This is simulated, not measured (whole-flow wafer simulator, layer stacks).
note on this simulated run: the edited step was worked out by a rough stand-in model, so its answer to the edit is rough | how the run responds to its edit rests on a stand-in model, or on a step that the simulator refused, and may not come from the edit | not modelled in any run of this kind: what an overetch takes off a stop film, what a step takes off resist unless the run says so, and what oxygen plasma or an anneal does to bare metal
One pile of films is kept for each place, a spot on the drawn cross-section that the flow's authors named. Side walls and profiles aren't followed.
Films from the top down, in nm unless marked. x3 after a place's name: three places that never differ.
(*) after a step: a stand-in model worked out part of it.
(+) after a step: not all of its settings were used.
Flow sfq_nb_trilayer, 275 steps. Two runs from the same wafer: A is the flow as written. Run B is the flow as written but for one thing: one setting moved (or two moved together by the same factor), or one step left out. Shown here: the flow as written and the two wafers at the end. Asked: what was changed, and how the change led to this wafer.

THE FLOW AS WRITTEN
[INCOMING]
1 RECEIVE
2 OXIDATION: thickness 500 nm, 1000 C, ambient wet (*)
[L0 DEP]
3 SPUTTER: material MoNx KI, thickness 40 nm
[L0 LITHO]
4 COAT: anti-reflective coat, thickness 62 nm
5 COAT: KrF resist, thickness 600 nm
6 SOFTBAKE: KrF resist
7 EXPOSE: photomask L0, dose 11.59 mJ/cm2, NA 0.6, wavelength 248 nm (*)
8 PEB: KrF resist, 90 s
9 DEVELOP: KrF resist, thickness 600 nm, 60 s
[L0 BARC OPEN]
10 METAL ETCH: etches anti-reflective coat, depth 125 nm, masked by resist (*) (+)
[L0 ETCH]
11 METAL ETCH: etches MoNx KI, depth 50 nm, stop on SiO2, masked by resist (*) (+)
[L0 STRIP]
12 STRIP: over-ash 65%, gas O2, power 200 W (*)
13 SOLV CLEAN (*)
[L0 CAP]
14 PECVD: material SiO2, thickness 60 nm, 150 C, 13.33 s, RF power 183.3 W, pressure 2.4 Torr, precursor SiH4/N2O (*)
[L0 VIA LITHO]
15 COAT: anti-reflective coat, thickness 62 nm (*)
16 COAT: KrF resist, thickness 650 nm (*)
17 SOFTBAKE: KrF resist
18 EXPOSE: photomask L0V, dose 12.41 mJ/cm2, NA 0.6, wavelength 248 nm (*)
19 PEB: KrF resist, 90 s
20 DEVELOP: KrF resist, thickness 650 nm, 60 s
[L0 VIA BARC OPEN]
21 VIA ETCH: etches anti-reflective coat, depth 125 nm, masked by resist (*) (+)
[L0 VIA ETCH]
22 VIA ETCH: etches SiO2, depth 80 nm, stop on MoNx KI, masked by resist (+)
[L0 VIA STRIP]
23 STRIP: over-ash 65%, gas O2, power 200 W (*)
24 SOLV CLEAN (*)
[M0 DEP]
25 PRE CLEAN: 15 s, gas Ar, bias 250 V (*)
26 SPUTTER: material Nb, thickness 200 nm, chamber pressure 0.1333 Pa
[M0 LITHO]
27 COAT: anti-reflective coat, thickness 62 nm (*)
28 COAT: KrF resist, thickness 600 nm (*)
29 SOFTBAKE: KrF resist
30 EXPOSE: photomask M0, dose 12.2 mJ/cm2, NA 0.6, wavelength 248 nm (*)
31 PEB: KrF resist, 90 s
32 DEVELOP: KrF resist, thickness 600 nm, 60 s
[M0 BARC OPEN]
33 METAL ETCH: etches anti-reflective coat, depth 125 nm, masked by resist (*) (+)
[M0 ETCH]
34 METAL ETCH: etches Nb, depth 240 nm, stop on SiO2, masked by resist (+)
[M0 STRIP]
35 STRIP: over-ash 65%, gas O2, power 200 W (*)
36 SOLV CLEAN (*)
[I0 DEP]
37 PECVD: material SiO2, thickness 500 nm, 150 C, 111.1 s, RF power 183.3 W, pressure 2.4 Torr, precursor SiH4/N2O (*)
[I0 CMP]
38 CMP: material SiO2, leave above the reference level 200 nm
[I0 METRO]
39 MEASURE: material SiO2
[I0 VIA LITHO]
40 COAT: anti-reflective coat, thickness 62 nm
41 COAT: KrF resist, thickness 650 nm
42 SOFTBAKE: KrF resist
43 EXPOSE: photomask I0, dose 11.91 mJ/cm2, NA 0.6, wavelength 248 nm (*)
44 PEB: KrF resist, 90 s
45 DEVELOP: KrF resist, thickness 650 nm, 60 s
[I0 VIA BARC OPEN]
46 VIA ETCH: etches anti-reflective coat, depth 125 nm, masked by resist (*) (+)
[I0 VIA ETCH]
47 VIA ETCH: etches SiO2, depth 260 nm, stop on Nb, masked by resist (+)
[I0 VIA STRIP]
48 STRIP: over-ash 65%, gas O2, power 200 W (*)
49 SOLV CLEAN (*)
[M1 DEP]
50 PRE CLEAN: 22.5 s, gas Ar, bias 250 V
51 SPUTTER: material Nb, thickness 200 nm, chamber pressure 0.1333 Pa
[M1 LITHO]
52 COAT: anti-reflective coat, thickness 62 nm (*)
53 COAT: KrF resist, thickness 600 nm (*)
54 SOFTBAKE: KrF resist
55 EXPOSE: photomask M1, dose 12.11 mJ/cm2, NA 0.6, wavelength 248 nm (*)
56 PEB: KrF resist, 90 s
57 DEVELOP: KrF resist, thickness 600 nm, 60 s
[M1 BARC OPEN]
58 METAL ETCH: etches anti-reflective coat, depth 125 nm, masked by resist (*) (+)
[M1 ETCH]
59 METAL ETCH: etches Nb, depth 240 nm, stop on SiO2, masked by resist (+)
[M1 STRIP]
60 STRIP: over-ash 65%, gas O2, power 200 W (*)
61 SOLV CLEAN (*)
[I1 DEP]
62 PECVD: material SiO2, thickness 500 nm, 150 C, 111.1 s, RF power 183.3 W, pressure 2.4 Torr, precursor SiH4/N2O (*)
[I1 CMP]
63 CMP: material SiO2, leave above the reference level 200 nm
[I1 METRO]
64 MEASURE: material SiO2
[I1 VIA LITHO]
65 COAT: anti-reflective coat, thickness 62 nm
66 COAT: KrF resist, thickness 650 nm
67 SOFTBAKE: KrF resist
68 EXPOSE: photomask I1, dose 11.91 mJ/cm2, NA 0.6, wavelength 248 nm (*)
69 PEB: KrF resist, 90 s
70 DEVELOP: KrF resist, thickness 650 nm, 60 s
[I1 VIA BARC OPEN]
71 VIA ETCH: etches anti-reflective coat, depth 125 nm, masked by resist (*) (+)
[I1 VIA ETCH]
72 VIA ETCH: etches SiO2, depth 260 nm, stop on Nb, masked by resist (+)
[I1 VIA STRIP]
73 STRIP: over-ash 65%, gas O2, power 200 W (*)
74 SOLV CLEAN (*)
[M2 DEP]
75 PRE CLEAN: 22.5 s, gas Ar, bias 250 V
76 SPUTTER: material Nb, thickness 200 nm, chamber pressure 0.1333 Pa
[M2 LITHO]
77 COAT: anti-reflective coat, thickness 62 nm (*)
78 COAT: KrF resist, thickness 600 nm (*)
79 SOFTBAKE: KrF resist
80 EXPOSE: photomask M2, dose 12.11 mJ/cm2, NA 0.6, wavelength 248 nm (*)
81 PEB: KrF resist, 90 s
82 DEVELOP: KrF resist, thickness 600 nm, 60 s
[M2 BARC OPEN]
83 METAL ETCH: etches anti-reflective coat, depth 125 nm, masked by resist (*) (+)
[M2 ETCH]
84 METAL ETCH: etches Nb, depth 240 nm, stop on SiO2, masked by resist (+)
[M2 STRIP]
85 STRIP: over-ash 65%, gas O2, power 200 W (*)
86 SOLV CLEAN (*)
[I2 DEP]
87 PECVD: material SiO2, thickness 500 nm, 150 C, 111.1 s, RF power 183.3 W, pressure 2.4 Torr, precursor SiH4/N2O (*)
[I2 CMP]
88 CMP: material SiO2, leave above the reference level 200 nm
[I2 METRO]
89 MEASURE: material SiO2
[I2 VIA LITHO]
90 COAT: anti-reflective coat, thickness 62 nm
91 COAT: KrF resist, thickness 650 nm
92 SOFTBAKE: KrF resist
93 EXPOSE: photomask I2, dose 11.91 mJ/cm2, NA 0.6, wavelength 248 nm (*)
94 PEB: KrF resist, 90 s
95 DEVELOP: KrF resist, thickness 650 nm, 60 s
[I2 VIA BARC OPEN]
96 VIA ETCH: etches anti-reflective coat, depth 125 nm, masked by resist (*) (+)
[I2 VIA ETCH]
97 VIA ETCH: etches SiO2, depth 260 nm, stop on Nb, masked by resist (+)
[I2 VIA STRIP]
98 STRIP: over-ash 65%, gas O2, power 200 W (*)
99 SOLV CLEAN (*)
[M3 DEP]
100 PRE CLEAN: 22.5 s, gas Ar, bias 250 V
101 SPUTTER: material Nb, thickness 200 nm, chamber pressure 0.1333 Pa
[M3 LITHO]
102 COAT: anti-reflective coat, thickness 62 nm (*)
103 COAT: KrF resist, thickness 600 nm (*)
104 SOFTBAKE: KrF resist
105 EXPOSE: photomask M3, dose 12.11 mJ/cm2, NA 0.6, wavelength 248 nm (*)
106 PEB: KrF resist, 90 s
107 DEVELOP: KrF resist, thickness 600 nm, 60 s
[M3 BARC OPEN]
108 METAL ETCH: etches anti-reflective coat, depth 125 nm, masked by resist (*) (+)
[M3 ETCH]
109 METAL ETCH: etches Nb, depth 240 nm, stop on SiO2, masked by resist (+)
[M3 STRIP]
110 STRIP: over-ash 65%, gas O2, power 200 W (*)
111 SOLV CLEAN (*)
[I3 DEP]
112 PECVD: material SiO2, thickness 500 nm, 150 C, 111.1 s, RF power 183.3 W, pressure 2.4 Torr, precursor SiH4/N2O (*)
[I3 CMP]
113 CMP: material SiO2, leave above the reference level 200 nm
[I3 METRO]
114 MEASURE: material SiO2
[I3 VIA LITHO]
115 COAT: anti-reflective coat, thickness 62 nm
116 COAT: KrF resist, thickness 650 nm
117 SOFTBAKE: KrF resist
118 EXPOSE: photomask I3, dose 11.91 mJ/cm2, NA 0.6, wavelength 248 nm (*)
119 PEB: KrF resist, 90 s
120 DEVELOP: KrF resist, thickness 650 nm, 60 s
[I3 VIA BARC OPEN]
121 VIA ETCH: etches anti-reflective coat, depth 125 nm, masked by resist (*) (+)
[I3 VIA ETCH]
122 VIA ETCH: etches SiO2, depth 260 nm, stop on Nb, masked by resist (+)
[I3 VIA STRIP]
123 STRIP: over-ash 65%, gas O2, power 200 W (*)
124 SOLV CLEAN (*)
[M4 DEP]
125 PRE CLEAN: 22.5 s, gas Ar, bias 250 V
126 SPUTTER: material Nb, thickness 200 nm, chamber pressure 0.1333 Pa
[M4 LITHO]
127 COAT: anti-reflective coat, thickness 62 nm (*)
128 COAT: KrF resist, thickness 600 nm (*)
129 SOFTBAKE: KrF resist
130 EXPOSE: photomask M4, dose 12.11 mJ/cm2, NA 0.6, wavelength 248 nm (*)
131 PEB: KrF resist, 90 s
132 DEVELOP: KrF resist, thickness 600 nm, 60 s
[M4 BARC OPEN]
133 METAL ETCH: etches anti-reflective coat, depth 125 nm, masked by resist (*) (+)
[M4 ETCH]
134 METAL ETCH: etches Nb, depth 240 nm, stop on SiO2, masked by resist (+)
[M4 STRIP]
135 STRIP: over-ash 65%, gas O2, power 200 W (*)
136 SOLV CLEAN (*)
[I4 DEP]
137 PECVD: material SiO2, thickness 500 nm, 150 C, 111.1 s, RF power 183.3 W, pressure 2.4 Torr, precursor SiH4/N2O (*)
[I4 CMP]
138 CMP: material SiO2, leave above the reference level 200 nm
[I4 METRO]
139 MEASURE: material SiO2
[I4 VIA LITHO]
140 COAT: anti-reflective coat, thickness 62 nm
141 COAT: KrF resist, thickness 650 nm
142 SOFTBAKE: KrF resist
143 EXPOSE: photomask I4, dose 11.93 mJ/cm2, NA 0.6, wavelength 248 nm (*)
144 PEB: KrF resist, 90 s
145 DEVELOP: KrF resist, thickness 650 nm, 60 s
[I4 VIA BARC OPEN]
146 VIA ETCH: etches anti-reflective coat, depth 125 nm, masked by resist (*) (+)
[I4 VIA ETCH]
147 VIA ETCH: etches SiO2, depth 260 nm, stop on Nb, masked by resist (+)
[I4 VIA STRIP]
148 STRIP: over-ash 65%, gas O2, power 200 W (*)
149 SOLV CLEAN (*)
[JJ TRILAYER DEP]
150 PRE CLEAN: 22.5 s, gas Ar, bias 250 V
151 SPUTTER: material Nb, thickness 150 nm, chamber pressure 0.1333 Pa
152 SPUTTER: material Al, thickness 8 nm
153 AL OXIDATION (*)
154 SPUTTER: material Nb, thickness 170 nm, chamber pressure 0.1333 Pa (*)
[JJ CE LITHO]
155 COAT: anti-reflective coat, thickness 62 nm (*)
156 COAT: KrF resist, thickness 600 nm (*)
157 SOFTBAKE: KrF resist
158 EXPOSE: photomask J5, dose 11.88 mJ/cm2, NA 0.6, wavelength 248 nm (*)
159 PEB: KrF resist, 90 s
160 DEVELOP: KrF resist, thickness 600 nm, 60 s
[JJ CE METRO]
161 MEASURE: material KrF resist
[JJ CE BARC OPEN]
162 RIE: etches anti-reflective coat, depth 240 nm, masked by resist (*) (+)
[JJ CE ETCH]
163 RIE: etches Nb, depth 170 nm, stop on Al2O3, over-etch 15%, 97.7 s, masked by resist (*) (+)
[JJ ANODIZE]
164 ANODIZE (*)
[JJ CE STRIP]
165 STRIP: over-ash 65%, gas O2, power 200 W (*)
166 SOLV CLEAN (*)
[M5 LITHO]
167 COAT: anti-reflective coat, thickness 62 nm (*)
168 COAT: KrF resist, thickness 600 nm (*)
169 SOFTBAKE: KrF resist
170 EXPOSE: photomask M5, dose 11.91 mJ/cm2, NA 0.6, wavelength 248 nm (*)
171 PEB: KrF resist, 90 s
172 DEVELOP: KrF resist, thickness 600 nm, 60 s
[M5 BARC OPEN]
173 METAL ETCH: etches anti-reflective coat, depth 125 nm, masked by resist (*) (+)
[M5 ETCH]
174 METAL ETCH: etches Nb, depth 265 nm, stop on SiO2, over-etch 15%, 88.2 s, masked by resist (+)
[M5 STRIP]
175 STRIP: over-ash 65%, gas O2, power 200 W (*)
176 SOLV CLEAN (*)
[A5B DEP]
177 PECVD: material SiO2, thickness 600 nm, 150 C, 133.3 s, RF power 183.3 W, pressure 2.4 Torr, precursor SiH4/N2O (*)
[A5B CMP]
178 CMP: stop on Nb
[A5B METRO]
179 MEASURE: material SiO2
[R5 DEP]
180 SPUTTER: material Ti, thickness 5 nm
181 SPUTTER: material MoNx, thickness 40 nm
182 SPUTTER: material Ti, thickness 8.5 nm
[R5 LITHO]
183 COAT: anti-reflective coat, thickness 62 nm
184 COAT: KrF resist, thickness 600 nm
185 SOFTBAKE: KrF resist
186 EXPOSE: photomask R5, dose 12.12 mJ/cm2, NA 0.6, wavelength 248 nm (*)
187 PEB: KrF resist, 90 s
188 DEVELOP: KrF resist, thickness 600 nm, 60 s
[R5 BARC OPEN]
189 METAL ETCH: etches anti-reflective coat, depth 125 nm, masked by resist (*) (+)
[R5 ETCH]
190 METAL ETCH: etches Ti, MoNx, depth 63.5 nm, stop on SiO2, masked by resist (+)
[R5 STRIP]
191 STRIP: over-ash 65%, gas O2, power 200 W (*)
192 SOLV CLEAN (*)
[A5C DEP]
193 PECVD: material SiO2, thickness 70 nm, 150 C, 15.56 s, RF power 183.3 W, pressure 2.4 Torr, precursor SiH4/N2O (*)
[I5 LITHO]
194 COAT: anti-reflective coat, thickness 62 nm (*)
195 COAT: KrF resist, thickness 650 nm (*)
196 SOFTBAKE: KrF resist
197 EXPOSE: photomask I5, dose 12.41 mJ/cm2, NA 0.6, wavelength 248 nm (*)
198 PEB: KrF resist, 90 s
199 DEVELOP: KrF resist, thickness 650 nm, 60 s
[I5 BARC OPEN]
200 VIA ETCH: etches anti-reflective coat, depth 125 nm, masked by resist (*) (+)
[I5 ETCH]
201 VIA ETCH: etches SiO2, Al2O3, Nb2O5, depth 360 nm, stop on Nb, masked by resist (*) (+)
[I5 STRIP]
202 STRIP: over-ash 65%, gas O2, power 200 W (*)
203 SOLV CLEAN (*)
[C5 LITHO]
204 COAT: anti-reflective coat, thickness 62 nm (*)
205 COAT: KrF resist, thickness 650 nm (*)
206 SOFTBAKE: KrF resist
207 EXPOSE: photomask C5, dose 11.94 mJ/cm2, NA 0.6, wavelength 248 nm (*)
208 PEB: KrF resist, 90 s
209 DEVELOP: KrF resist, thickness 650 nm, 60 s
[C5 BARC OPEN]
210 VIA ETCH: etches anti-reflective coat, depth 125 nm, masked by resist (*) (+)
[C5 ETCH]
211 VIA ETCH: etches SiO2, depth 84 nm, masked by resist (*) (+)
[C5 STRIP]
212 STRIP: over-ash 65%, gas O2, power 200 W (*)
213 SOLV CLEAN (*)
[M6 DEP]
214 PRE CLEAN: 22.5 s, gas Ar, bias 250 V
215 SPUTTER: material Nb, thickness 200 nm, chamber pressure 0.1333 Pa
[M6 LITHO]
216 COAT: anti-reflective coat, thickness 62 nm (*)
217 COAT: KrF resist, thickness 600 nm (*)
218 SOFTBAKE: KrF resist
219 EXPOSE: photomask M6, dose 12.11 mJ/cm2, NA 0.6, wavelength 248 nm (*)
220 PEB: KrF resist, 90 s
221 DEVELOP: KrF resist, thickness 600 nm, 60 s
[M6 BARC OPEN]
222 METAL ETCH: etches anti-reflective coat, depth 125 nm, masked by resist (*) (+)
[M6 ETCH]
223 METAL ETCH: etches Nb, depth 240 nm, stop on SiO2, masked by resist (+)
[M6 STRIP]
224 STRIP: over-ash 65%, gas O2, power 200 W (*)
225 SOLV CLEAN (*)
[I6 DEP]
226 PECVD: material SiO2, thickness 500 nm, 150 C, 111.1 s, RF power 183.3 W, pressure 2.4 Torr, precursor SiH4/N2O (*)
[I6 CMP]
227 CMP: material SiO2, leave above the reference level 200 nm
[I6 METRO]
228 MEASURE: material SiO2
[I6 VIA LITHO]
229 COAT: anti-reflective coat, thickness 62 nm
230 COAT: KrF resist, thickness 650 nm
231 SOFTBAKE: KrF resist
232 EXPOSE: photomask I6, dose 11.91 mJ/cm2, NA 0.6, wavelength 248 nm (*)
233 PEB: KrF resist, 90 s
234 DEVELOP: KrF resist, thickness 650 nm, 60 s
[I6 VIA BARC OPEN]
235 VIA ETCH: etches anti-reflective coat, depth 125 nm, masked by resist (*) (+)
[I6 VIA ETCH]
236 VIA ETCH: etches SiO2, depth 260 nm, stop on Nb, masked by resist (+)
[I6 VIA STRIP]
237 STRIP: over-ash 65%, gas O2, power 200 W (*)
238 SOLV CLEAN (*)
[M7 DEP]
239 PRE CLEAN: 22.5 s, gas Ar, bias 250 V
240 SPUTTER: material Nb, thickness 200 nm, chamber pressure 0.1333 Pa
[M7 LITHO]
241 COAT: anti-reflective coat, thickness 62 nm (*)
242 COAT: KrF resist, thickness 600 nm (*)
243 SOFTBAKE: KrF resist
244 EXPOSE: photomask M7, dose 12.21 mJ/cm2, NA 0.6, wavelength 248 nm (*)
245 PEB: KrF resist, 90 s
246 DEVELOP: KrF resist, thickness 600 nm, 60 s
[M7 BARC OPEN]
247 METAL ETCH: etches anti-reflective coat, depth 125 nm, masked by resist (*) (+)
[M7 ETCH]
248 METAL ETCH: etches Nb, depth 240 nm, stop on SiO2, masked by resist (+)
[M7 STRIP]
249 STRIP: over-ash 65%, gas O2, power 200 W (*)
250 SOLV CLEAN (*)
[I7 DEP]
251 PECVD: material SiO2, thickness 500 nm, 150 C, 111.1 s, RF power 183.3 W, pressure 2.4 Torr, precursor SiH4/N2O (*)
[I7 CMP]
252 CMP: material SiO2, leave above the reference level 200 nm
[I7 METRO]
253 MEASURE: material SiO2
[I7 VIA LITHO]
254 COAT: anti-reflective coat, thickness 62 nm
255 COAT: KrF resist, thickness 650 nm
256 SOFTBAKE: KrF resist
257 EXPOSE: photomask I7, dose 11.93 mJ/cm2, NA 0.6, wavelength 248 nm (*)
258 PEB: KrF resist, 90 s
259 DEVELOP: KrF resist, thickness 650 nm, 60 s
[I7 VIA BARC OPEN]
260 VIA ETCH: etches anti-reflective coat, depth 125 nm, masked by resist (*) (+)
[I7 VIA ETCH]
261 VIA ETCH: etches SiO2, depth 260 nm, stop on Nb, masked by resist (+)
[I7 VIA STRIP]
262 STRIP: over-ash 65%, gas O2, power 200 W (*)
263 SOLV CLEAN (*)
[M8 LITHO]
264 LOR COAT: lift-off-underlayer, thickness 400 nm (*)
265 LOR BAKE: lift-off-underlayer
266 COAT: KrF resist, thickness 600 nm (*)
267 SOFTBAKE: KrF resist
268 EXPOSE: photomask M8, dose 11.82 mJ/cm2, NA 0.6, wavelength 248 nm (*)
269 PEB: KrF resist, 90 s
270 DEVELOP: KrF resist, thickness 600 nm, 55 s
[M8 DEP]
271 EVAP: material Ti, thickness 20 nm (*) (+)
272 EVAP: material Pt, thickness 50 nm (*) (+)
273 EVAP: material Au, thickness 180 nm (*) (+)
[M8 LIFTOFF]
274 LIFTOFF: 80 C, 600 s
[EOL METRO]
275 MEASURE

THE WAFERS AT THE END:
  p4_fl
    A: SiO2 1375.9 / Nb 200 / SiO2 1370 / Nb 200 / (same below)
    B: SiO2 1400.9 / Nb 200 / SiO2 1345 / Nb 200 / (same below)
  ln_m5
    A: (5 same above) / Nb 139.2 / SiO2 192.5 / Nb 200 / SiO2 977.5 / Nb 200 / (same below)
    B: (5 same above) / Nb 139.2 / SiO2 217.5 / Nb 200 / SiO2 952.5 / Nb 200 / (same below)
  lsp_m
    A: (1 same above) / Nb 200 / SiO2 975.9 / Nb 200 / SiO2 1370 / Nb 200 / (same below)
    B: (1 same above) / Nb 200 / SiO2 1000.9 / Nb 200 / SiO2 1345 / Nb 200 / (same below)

The cause: step 112, PECVD: thickness 375 nm was run, where the flow has thickness 500 nm; step 112, PECVD: 83.33 s was run, where the flow has 111.1 s.

How the change led to this, step by step:
  112 PECVD: material SiO2, thickness 500 nm, 150 C, 111.1 s, RF power 183.3 W, pressure 2.4 Torr, precursor SiH4/N2O (*)
      field_l, be, be_sur and 64 more: A SiO2 +500 | B SiO2 +375
      v_sur, via_wl, via_wr and 27 more: A SiO2 +500 (new film) | B SiO2 +375 (new film)
      (and at 9 more places)
  113 CMP: material SiO2, leave above the reference level 200 nm
      field_l, be, be_sur and 64 more: A SiO2 -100 | B nothing
      p4_g1, p4_g2, p3_s0, p3_s1, p3_s2, p3_s3, p3_s4, p3_s5: A SiO2 -157.1 | B nothing
      (and at 31 more places)
  115 COAT: anti-reflective coat, thickness 62 nm
      p3_fr, m0r_space_l, m0r_space_r, m6r_space_l, m6r_space_r, m7r_space_l, m7r_space_r: A anti-reflective coat +62 (new film) | B anti-reflective coat +65.5 (new film)
      p3_s0, p3_s1, p3_s2, p3_s3, p3_s4, p3_s5: A anti-reflective coat +62 (new film) | B anti-reflective coat +70.4 (new film)
      (and at 47 more places)
  121 VIA ETCH: etches anti-reflective coat, depth 125 nm, masked by resist (*) (+)
      field_l, v_sur, via_wl and 102 more: A KrF resist -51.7 | B KrF resist -50
      via_v: A anti-reflective coat -62 (all of it), SiO2 -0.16 | B anti-reflective coat -60 (all of it), SiO2 -0.15
  123 STRIP: over-ash 65%, gas O2, power 200 W (*)
      m0r_space_l, m0r_space_r, m6r_space_l, m6r_space_r, m7r_space_l, m7r_space_r: A KrF resist -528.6 (all of it), anti-reflective coat -62 (all of it) | B KrF resist -532.9 (all of it), anti-reflective coat -65.5 (all of it)
      p4_fl, p4_fr: A KrF resist -528.6 (all of it), anti-reflective coat -62 (all of it) | B KrF resist -532.5 (all of it), anti-reflective coat -63.3 (all of it)
      (and at 51 more places)
  127 COAT: anti-reflective coat, thickness 62 nm (*)
      p3_s0, p3_s1, p3_s2, p3_s3, p3_s4, p3_s5: A anti-reflective coat +62 (new film) | B anti-reflective coat +68.5 (new film)
      p3_l1, p3_l2, p3_l3, p3_l4: A anti-reflective coat +62 (new film) | B anti-reflective coat +55.4 (new film)
      (and at 47 more places)
  133 METAL ETCH: etches anti-reflective coat, depth 125 nm, masked by resist (*) (+)
      v_sur, via_wl, via_w and 36 more: A KrF resist -51.7 | B KrF resist -52.8
      p3_s0, p3_s1, p3_s2, p3_s3, p3_s4, p3_s5: A anti-reflective coat -62 (all of it) | B anti-reflective coat -68.5 (all of it)
      (and at 29 more places)
  135 STRIP: over-ash 65%, gas O2, power 200 W (*)
      p3_l3, p3_l4: A KrF resist -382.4 (all of it), anti-reflective coat -62 (all of it) | B KrF resist -374.3 (all of it), anti-reflective coat -55.4 (all of it)
      v_sur: A KrF resist -379.9 (all of it), anti-reflective coat -61.4 (all of it) | B KrF resist -370.9 (all of it), anti-reflective coat -55.5 (all of it)
      (and at 19 more places)
  137 PECVD: material SiO2, thickness 500 nm, 150 C, 111.1 s, RF power 183.3 W, pressure 2.4 Torr, precursor SiH4/N2O (*)
      p3_s0, p3_s1, p3_s2, p3_s3, p3_s4, p3_s5: A SiO2 +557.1 | B SiO2 +582.1
  138 CMP: material SiO2, leave above the reference level 200 nm
      field_l, be, be_sur and 55 more: A SiO2 -100 | B SiO2 -75
      ln_m5, lsp_m, ln_m6, p4_fl, p4_fm, p4_g1, p4_g2, p4_fr: A SiO2 -300 | B SiO2 -275
      (and at 3 more places)
